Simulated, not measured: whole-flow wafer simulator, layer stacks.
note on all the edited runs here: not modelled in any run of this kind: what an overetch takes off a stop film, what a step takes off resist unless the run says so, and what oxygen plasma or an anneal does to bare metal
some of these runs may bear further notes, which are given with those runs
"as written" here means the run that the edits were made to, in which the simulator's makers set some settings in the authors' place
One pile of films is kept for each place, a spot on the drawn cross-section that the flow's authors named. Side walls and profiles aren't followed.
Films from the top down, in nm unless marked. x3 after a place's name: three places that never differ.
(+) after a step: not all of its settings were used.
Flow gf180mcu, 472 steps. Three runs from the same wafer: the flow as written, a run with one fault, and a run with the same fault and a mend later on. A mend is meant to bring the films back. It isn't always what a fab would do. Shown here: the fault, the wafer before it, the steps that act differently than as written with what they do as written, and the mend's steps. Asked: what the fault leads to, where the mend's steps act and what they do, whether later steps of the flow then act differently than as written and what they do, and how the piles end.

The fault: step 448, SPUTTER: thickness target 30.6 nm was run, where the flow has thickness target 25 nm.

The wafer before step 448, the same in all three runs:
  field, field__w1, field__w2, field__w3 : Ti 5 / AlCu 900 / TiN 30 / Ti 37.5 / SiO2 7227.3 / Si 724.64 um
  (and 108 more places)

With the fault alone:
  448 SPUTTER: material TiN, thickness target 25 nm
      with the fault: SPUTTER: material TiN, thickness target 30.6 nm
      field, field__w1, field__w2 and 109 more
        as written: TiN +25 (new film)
        with the fault: TiN +30.6 (new film)
  Later steps of the flow that act differently than as written (4 more steps differ only slightly, by at most 2% or 0.5 nm, whichever is larger, and aren't shown):
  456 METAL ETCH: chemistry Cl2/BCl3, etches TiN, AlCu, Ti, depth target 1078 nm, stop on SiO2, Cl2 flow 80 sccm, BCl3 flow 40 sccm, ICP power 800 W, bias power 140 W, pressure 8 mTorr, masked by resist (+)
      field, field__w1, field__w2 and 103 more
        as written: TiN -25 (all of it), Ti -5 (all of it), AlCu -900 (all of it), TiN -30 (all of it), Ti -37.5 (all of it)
        with the fault: TiN -30.6 (all of it), Ti -5 (all of it), AlCu -900 (all of it), TiN -30 (all of it), Ti -37.5 (all of it)
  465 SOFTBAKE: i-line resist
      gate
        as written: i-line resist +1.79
        with the fault: i-line resist -0.31
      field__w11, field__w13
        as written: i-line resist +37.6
        with the fault: i-line resist +31.3
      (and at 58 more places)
  At the end the piles differ from the flow's by more than 2% or 0.5 nm, whichever is larger, at field__w8, contact, m1, m1__w1, pad, m1_nw.
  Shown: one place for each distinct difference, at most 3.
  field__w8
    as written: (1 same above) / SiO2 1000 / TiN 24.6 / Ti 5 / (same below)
    with the fault: (1 same above) / SiO2 1000 / TiN 30.2 / Ti 5 / (same below)
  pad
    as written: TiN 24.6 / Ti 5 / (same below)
    with the fault: TiN 30.2 / Ti 5 / (same below)

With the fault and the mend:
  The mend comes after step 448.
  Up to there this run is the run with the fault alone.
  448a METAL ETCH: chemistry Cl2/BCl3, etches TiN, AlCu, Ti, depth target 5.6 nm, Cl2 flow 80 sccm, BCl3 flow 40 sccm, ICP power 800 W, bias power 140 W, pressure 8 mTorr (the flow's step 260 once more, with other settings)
      field, field__w1, field__w2 and 109 more
        TiN -5.6
  No later step of the flow acts differently than as written at any place that is followed.
  At the end the piles are the same as the flow's at every place that both follow.
